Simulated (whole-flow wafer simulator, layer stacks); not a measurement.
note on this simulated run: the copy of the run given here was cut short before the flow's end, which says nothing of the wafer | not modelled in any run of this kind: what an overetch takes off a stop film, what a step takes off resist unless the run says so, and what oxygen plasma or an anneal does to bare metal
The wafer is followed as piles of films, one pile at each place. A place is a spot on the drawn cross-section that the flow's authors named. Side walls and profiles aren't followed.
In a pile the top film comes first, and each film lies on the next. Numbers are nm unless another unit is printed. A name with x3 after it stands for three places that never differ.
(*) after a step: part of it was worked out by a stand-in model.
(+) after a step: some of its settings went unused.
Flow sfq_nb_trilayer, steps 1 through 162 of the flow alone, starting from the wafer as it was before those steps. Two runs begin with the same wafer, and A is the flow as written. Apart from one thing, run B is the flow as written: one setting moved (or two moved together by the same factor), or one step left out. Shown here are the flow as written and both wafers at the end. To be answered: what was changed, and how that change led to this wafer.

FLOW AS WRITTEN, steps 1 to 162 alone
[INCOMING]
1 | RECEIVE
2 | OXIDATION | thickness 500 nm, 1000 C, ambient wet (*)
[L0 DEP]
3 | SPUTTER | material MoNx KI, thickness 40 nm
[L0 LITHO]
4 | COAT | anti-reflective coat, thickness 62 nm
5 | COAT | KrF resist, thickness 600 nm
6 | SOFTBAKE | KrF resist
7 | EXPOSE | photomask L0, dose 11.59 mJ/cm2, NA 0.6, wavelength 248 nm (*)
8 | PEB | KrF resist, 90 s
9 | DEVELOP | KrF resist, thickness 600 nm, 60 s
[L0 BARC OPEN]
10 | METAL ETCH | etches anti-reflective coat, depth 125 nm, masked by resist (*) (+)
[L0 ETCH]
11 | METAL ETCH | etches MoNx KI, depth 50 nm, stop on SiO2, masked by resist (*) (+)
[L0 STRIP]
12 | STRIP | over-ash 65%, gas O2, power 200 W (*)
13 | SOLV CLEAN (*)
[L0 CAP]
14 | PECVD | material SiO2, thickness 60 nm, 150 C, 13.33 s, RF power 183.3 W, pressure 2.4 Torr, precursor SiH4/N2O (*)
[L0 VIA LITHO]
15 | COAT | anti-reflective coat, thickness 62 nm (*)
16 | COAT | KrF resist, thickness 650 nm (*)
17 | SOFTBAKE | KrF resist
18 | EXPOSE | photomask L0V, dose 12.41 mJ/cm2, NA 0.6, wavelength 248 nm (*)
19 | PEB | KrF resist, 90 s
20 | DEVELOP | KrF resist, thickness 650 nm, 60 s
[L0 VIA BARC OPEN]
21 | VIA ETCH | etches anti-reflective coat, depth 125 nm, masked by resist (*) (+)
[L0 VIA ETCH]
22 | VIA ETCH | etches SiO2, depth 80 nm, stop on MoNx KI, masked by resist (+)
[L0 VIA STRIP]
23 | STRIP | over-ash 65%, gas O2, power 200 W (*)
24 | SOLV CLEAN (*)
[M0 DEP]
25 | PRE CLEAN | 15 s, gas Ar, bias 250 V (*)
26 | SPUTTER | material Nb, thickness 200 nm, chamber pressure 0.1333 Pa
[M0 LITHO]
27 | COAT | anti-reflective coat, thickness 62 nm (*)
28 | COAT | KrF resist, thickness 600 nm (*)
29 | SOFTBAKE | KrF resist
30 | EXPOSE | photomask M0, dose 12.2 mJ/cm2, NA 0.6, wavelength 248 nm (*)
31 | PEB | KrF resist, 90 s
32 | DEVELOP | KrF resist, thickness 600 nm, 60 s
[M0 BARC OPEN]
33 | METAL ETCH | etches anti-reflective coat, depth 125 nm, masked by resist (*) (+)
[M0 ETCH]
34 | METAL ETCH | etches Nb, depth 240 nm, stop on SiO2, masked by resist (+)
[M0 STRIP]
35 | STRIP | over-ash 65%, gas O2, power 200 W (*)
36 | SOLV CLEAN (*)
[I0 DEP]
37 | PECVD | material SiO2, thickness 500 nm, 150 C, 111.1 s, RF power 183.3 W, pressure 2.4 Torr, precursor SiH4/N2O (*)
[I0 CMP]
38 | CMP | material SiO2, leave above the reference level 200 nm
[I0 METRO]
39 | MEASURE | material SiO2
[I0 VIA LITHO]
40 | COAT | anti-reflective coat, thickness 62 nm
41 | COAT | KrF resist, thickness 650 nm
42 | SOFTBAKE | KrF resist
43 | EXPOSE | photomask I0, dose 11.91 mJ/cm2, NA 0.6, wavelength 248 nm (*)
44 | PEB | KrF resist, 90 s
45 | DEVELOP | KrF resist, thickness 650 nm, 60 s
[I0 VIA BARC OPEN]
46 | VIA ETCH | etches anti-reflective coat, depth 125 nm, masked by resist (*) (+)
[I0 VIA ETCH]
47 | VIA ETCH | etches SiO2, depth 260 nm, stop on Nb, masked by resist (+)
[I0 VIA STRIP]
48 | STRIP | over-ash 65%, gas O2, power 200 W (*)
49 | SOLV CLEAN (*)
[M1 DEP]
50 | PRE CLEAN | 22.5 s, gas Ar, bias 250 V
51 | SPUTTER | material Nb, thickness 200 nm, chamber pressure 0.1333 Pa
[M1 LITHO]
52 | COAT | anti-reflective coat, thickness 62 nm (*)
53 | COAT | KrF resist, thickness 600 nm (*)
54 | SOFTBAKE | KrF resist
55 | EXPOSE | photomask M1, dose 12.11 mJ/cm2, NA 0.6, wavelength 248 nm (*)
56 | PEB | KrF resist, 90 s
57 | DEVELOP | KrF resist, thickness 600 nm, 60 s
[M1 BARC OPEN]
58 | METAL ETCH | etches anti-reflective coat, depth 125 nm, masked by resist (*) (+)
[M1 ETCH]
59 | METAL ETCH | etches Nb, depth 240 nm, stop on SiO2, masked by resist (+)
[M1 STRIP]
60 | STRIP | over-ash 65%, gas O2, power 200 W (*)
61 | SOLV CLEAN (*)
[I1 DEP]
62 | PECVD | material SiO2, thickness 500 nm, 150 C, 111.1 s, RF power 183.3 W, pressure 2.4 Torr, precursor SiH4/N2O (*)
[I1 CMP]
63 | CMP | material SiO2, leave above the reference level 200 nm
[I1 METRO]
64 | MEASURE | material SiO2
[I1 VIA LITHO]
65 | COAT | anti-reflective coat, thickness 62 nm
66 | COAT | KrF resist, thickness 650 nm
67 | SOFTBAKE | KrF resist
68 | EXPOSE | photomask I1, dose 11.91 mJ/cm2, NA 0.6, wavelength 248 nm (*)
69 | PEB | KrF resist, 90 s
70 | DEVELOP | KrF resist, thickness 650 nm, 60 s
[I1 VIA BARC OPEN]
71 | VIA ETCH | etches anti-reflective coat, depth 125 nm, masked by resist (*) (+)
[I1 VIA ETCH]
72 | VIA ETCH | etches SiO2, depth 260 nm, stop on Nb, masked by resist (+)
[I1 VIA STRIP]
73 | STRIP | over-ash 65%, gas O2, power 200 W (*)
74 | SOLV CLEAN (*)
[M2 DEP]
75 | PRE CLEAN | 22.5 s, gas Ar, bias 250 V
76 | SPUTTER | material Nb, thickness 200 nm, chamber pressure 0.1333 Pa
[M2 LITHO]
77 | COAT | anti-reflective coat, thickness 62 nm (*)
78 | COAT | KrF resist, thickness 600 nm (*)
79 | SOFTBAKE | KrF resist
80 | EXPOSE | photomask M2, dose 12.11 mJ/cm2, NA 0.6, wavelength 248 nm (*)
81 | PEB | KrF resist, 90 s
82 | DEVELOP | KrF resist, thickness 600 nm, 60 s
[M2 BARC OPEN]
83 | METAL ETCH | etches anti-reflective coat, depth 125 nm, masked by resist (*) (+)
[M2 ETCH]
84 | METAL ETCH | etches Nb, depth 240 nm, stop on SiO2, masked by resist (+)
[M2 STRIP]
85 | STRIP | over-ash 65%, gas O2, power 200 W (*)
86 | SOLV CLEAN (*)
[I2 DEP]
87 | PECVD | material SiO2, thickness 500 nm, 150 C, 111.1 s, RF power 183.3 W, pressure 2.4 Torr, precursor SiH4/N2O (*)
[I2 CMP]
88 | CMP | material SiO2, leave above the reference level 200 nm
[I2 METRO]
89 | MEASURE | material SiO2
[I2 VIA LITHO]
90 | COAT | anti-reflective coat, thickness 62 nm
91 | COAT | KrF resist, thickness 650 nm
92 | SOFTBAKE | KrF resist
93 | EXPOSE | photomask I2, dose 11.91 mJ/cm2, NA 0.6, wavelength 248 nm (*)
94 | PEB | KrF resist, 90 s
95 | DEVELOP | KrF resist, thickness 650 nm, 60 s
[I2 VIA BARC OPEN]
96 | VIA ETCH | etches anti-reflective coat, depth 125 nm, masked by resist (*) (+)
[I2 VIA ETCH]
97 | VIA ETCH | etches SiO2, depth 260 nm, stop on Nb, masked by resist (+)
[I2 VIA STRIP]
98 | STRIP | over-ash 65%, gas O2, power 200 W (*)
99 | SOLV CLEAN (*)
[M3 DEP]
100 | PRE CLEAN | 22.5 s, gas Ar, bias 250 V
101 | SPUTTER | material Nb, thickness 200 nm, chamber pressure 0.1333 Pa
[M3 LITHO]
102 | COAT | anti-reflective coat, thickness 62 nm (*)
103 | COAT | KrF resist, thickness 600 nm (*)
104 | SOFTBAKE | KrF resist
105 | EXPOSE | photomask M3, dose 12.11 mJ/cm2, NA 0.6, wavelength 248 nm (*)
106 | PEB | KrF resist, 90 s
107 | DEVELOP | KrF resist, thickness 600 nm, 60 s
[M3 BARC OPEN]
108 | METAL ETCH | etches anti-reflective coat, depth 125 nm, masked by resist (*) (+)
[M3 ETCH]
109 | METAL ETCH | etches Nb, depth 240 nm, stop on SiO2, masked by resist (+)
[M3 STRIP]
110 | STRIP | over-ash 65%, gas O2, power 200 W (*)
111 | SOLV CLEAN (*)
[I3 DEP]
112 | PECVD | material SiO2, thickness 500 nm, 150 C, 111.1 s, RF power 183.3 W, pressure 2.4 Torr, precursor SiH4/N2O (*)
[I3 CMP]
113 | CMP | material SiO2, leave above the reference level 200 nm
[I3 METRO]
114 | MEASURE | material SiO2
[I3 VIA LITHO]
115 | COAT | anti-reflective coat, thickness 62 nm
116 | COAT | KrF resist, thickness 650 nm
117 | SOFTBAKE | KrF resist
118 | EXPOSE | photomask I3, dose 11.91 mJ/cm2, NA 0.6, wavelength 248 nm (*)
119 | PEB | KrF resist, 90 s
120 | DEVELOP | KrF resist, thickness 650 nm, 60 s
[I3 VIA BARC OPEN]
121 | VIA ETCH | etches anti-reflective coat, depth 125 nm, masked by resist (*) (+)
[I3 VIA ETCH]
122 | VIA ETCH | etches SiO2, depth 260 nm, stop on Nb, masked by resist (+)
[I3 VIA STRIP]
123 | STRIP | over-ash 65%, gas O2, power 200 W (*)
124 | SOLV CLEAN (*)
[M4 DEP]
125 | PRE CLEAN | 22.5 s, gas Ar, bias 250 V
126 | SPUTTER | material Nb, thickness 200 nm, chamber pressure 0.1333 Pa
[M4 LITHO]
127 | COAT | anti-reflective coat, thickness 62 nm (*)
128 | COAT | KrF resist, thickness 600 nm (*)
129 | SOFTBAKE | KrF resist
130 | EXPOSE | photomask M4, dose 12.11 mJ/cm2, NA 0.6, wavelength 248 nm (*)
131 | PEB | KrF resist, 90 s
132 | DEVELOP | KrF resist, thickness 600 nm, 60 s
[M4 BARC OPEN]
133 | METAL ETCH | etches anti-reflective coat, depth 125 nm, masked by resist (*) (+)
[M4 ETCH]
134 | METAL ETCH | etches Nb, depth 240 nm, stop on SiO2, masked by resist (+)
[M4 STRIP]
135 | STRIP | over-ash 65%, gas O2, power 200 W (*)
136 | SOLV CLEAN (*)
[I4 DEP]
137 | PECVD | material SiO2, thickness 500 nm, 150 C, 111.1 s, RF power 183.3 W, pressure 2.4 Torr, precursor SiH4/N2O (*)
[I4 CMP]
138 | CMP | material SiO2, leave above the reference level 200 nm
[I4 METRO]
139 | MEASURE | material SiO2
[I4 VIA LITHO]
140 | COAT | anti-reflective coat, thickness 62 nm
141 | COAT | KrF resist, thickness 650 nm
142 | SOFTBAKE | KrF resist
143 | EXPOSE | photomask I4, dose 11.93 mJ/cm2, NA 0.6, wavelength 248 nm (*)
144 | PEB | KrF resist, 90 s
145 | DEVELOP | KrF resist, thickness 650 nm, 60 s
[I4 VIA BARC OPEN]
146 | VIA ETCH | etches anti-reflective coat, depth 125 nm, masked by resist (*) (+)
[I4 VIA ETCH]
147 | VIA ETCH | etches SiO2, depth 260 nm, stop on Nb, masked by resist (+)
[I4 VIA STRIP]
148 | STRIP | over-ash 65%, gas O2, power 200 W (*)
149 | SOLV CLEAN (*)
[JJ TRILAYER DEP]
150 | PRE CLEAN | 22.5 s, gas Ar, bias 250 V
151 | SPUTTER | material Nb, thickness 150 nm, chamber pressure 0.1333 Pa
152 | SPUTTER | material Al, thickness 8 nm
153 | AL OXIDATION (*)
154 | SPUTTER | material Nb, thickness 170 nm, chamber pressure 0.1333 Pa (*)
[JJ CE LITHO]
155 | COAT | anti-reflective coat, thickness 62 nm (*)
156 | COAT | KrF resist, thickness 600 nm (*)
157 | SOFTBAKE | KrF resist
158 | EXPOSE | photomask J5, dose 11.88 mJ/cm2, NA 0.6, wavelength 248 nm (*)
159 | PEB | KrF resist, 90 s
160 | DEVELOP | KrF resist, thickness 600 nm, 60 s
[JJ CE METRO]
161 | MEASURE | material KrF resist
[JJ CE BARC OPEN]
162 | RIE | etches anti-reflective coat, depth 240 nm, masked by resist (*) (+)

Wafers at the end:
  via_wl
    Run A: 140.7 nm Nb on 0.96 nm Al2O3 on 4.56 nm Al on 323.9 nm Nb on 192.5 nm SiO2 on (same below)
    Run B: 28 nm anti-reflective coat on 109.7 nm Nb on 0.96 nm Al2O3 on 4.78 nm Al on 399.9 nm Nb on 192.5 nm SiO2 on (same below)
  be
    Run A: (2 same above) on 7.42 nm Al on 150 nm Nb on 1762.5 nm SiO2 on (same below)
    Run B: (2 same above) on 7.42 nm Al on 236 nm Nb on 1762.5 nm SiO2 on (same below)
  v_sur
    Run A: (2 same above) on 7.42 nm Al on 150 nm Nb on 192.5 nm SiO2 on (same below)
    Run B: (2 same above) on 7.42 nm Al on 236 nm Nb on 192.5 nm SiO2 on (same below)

What caused this: step 151, SPUTTER: thickness 236 nm was run, though the flow has thickness 150 nm.
The wafer lets one read it off: be has Nb 236, and step 151 as written asks for 150 nm.

The path from the change to this, step by step:
  151 | SPUTTER | material Nb, thickness 150 nm, chamber pressure 0.1333 Pa
      field_l, v_sur, via_sp and 100 more: A Nb gains 150 (new film) | B Nb gains 236 (new film)
      via_wl, via_w, via_wr: A Nb gains 130.4 | B Nb gains 206.3
  154 | SPUTTER | material Nb, thickness 170 nm, chamber pressure 0.1333 Pa (*)
      via_wl, via_wr: A Nb gains 140.7 (new film) | B Nb gains 109.7 (new film)
      via_w: A Nb gains 141 (new film) | B Nb gains 155.1 (new film)
  155 | COAT | anti-reflective coat, thickness 62 nm (*)
      via_wl, via_wr: A anti-reflective coat gains 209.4 (new film) | B anti-reflective coat gains 268 (new film)
      via_w: A anti-reflective coat gains 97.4 (new film) | B anti-reflective coat gains 103.5 (new film)
  156 | COAT | KrF resist, thickness 600 nm (*)
      via_wl: A KrF resist gains 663 (new film) | B KrF resist gains 647.7 (new film)
      via_wr: A KrF resist gains 663.2 (new film) | B KrF resist gains 647.9 (new film)
  160 | DEVELOP | KrF resist, thickness 600 nm, 60 s
      via_wl: A KrF resist loses 661.6 (all of it) | B KrF resist loses 646.3 (all of it)
      via_wr: A KrF resist loses 661.8 (all of it) | B KrF resist loses 646.5 (all of it)
  162 | RIE | etches anti-reflective coat, depth 240 nm, masked by resist (*) (+)
      via_wl, via_wr: A anti-reflective coat loses 209.4 (all of it) | B anti-reflective coat loses 240
      ce_l, c5j, ce_r, wl_jj: A KrF resist loses 209.4 | B KrF resist loses 240
      (as well as at 1 more place)
